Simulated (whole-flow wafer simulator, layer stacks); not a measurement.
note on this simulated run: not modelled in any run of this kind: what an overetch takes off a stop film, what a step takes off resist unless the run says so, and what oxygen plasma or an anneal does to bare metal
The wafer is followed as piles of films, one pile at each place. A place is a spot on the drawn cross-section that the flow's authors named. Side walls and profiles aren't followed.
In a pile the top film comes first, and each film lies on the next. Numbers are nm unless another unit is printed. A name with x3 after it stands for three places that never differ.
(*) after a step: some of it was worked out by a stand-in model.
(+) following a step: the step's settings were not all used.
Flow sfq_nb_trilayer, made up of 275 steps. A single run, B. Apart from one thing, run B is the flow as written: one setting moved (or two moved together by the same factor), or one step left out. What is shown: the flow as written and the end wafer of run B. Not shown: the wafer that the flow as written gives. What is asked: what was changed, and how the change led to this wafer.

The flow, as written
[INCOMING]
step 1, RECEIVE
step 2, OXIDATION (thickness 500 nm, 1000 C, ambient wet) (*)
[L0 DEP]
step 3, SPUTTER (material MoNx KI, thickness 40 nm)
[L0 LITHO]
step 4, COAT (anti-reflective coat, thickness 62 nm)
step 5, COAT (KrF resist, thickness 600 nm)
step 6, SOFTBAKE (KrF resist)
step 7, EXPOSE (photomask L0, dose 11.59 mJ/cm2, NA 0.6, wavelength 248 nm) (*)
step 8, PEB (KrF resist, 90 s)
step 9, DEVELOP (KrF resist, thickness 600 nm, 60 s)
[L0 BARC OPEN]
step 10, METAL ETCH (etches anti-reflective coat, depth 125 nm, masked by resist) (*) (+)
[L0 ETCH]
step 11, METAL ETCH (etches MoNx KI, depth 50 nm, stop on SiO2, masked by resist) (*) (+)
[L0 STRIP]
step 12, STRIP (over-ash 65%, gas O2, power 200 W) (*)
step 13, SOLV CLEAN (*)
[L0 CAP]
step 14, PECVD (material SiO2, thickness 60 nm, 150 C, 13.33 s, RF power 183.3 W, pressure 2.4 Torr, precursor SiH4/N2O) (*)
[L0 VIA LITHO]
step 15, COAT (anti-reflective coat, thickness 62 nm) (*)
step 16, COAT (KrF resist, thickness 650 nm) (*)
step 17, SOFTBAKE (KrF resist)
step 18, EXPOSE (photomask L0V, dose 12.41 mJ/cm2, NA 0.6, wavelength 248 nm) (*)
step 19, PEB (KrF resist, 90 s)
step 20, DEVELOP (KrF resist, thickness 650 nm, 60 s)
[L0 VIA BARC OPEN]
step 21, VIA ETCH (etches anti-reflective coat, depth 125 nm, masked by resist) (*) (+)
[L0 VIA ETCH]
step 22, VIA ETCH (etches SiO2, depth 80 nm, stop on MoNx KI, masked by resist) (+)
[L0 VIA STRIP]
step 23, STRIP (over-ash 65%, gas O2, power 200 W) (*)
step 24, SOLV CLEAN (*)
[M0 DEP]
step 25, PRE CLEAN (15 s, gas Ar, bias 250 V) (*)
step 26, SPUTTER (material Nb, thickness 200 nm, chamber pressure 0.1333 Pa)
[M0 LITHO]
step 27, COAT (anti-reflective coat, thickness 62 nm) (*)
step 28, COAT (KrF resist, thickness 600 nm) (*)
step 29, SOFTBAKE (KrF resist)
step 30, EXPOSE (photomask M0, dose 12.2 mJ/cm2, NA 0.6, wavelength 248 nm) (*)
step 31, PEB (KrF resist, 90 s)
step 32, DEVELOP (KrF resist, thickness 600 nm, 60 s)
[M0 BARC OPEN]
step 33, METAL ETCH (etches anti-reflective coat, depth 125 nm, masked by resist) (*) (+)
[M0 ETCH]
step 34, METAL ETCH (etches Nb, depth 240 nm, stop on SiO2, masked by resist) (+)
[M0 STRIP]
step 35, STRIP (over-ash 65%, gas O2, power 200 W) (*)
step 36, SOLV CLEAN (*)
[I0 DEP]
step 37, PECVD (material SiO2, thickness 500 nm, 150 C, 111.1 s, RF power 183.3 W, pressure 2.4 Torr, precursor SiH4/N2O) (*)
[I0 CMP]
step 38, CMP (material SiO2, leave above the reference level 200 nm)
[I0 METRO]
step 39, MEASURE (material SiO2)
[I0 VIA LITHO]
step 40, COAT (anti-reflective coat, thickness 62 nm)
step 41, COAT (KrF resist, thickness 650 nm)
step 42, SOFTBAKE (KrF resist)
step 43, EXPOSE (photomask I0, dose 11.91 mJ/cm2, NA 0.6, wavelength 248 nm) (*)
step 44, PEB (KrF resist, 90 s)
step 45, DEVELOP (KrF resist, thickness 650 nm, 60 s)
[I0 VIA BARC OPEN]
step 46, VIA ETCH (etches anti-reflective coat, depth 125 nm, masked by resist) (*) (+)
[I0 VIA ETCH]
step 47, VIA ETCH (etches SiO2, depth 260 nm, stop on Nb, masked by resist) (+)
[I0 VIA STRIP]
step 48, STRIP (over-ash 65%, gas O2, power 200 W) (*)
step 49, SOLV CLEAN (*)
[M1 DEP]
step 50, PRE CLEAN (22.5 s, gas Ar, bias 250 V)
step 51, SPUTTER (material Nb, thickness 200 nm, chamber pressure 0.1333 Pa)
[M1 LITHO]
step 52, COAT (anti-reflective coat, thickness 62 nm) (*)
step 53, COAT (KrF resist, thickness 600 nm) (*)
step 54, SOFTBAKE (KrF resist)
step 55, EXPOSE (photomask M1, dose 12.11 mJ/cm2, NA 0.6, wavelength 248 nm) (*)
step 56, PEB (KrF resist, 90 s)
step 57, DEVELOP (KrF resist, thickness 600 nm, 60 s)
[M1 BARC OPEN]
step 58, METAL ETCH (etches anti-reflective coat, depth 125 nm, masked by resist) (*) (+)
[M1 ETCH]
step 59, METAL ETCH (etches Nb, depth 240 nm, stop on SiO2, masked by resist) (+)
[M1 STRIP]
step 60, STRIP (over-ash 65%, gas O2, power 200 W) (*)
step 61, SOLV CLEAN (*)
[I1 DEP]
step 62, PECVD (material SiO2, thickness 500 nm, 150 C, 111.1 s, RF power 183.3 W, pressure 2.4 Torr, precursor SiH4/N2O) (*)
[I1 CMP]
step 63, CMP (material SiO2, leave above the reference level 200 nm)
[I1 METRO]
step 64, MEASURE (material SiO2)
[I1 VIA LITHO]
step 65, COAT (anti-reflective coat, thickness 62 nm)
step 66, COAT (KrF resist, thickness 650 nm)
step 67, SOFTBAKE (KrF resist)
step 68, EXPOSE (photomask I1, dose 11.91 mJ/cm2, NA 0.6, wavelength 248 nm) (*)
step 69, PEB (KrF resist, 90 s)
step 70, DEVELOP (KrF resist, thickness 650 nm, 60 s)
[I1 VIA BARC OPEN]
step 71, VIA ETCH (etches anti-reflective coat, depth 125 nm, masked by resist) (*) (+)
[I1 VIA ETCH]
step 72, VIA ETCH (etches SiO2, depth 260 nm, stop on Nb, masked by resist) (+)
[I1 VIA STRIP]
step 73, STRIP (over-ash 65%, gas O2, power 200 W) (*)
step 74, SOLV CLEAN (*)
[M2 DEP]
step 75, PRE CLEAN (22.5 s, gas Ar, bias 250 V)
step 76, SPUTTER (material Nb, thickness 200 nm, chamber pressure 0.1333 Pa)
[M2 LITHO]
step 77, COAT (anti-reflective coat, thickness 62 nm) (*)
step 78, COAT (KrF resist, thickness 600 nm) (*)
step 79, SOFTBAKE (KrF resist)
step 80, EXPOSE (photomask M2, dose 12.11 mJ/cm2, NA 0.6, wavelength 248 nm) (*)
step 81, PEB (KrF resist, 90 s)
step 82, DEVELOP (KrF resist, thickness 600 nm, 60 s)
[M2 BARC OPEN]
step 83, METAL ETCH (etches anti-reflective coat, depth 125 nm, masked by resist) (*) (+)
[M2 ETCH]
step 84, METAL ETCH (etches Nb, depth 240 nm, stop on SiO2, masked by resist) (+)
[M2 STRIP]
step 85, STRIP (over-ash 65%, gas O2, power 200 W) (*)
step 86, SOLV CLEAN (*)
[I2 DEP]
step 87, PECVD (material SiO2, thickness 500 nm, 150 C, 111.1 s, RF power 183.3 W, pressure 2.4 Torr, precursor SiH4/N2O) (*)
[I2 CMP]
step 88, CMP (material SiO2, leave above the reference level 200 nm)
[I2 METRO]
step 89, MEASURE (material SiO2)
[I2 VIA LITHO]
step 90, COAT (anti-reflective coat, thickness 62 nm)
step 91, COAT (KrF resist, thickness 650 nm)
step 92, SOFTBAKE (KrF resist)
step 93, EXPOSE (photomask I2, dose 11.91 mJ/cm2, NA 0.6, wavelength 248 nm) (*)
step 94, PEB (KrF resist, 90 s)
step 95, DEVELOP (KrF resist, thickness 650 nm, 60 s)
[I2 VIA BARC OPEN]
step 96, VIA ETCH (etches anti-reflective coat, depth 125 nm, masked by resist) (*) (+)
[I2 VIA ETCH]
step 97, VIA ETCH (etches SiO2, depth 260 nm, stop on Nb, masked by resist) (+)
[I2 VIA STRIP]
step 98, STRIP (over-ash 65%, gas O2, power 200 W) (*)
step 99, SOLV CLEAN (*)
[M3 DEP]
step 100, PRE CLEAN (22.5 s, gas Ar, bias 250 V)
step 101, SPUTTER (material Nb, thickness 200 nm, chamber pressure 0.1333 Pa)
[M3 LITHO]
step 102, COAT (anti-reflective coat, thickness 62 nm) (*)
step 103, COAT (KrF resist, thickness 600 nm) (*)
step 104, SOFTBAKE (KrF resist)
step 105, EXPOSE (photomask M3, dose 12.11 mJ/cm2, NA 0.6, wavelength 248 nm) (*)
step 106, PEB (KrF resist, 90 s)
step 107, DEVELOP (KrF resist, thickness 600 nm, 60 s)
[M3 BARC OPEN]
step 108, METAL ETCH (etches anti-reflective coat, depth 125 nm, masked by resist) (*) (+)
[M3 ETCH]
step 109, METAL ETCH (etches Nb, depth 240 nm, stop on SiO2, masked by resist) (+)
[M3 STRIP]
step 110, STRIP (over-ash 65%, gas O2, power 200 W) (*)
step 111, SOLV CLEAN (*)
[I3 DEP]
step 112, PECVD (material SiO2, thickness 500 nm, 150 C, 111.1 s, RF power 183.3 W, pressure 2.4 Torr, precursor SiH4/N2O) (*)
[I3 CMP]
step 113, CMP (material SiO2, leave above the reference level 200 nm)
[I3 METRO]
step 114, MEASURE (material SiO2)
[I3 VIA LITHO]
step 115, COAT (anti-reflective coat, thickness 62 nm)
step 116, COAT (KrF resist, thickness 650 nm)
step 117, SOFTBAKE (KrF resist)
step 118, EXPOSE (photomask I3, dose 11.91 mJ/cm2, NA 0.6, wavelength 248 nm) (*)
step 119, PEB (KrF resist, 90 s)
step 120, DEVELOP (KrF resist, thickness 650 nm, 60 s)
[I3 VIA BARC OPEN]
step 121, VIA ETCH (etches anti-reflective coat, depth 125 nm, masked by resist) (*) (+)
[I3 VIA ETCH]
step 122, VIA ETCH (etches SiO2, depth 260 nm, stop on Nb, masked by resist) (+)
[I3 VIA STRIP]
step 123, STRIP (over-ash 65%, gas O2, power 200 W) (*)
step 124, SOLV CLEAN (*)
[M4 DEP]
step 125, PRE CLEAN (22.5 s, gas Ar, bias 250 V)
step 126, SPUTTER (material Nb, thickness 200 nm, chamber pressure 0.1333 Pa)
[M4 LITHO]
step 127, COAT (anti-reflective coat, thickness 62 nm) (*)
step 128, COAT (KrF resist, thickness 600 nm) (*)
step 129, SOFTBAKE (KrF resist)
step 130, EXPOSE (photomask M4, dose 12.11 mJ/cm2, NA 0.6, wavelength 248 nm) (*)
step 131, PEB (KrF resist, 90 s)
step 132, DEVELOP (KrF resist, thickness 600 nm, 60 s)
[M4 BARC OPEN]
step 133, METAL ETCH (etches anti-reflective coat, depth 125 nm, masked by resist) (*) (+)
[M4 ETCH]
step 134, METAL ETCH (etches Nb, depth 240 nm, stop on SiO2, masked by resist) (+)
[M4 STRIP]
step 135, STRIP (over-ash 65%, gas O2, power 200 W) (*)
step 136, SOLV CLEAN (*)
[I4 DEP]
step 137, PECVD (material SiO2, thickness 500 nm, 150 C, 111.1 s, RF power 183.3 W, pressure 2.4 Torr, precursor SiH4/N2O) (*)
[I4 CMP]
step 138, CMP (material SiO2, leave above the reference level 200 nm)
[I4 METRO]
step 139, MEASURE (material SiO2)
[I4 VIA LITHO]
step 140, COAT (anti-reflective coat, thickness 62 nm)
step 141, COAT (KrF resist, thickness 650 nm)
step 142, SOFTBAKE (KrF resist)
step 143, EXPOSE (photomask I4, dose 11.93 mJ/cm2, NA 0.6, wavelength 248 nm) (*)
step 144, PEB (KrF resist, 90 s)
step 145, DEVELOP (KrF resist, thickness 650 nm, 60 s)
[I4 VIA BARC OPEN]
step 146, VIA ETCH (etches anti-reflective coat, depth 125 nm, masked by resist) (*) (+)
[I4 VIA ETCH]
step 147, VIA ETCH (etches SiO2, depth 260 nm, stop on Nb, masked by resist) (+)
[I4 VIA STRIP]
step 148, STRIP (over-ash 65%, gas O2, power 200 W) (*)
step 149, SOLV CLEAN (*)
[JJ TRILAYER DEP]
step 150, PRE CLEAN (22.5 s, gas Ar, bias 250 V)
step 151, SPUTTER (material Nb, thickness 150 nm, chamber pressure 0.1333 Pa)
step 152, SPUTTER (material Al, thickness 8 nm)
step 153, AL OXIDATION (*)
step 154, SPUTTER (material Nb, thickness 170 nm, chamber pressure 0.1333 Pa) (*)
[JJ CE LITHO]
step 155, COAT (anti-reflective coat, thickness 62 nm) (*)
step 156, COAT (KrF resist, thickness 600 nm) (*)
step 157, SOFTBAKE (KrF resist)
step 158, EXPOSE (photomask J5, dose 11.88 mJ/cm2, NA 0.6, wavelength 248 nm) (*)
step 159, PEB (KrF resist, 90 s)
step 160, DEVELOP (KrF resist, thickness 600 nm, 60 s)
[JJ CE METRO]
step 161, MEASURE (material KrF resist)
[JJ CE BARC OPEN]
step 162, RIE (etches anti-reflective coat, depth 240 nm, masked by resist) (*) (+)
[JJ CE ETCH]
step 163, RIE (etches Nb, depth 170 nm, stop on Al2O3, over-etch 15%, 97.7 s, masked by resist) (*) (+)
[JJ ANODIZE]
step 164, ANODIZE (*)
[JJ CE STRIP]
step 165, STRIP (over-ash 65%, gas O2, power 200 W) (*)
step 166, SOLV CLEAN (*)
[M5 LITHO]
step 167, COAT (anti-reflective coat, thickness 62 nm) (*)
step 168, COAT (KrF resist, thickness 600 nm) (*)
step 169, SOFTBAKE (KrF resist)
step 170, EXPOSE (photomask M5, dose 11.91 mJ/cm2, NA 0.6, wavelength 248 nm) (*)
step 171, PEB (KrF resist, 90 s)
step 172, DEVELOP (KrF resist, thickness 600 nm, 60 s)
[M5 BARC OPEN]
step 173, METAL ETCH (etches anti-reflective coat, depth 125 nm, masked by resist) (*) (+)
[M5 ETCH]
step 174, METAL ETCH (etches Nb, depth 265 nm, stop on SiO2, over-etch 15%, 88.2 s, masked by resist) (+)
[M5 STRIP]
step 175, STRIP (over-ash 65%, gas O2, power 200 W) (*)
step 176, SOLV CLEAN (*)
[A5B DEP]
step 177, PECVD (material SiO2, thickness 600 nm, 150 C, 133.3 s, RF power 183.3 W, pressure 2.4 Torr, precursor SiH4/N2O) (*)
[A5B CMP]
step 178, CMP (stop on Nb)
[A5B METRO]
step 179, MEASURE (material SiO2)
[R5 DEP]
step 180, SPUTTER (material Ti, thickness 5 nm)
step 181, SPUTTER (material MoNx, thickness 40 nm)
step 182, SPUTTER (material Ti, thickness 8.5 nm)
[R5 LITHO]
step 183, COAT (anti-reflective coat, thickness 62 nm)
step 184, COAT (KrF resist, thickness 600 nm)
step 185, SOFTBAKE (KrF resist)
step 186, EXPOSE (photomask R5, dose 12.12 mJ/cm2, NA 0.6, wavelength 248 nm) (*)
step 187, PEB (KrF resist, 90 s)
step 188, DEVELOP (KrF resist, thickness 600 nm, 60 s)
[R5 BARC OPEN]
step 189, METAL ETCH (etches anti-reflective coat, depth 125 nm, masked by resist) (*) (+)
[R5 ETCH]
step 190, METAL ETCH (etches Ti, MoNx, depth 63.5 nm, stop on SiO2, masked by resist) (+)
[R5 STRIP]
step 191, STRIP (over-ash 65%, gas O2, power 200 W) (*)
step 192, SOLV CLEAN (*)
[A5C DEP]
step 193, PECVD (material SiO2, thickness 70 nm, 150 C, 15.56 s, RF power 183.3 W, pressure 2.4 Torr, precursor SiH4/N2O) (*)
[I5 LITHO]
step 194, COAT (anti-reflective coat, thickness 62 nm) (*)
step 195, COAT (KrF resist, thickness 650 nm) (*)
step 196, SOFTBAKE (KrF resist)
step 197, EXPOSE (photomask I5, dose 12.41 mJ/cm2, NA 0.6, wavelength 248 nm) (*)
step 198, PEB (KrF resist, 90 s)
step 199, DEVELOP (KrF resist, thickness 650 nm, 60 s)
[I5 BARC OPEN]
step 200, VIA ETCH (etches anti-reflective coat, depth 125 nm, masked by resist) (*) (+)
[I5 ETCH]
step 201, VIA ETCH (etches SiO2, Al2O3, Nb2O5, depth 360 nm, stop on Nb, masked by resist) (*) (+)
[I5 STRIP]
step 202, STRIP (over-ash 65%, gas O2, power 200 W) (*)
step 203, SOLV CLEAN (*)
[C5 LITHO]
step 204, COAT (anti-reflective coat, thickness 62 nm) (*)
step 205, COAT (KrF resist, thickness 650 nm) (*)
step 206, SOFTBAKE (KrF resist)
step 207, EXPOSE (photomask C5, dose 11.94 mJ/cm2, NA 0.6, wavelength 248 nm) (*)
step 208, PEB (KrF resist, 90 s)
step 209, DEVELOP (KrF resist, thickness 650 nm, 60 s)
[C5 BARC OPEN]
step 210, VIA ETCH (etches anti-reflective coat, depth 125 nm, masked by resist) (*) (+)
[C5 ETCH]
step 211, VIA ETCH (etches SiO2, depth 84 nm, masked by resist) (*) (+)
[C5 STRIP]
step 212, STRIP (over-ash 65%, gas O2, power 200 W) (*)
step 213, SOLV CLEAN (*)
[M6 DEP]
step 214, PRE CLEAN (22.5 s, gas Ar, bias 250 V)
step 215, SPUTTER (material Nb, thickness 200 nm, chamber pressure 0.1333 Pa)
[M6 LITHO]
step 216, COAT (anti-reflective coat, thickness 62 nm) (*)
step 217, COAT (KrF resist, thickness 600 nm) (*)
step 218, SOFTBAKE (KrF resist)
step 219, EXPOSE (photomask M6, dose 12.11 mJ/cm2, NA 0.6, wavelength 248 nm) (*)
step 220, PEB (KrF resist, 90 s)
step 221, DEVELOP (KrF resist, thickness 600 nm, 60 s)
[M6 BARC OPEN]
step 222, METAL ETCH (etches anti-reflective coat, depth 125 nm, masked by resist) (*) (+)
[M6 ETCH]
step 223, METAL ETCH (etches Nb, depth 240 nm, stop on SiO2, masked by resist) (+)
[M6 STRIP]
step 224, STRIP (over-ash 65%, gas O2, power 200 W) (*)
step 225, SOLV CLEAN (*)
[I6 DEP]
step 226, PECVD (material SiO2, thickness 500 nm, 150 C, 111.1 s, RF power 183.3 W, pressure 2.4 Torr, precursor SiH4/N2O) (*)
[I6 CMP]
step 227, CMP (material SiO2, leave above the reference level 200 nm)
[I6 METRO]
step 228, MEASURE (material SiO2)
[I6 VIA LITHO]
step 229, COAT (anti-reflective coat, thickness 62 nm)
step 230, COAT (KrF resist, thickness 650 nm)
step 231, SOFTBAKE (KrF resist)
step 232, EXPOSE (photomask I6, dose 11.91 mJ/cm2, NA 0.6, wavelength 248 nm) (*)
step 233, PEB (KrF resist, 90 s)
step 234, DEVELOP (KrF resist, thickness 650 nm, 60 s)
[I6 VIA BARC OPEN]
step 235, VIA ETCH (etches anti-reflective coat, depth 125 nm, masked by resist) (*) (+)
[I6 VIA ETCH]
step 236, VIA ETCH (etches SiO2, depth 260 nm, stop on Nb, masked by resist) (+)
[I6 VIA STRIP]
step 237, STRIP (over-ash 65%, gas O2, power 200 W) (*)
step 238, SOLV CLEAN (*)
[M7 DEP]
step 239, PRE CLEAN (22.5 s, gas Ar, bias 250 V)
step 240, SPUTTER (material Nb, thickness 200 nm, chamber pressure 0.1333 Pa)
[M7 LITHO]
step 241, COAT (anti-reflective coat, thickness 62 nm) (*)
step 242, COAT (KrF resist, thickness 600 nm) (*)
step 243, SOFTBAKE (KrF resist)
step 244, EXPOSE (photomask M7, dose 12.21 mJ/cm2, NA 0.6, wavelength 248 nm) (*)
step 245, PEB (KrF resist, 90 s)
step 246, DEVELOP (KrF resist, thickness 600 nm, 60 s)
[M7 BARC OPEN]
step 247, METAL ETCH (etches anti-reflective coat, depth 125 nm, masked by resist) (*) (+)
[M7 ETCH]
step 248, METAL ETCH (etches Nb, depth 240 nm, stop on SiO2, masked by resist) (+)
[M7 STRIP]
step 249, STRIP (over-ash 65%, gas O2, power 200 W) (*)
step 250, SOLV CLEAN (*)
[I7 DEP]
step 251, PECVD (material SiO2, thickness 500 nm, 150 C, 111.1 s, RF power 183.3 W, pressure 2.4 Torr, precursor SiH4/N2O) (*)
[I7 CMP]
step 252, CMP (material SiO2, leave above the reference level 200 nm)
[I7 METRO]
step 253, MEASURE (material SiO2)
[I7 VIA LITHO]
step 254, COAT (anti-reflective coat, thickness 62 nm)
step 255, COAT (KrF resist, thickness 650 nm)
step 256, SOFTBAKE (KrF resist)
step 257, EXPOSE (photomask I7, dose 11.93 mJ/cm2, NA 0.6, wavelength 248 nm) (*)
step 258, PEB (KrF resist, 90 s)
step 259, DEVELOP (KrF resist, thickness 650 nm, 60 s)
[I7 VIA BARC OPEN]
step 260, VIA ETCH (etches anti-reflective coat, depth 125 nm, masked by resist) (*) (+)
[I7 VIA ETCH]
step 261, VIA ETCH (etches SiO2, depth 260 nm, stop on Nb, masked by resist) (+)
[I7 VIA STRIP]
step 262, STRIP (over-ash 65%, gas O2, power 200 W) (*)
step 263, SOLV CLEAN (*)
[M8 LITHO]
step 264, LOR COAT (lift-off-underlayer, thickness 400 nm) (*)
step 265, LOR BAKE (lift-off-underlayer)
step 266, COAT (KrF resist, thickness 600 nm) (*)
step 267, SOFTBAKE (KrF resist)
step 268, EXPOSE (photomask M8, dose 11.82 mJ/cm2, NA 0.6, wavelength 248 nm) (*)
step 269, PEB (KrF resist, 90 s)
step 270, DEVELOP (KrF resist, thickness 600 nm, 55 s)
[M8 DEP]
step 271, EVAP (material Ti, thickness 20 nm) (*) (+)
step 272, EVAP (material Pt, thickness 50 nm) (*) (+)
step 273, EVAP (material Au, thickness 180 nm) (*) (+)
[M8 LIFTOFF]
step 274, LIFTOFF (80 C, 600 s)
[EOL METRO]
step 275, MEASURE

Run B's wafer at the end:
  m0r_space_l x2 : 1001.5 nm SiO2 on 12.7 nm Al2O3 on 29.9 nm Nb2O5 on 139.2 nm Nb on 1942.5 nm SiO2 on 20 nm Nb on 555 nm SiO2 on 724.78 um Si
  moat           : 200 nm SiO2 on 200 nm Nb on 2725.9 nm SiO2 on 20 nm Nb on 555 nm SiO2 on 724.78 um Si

Cause: step 34, METAL ETCH: depth 180 nm was run, while the flow as written has depth 240 nm.

The path from the change to this, step by step:
  step 34, METAL ETCH (etches Nb, depth 240 nm, stop on SiO2, masked by resist) (+)
      moat, m0r_space_l x2: -180 Nb (in the flow as written it would be: -200 Nb (all of it))
      field_l, v_sur, via_wl and 100 more: -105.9 KrF resist (in the flow as written it would be: -141.2 KrF resist)
  step 35, STRIP (over-ash 65%, gas O2, power 200 W) (*)
      p4_fl x3, p4_w1 x9, p4_g1 x2 and 57 more: -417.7 KrF resist (all of it), -62 anti-reflective coat (all of it) (in the flow as written it would be: -382.4 KrF resist (all of it), -62 anti-reflective coat (all of it))
      c5j, ce_r, sp_r, be_r, r_sur, res: -424.3 KrF resist (all of it), -63.6 anti-reflective coat (all of it) (in the flow as written it would be: -389 KrF resist (all of it), -63.6 anti-reflective coat (all of it))
      (and at 26 other places as well)
  step 37, PECVD (material SiO2, thickness 500 nm, 150 C, 111.1 s, RF power 183.3 W, pressure 2.4 Torr, precursor SiH4/N2O) (*)
      moat, m0r_space_l x2: +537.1 SiO2 (new film) (in the flow as written it would be: +557.1 SiO2)
Taking metal films that touch as one body, m0r_space_l x2 has 2 bodies (between them, from the top down: SiO2 1942.5); the flow as written gives 1 body.
Taking metal films that touch as one body, moat has 2 bodies (between them, from the top down: SiO2 2725.9); the flow as written gives 1 body.
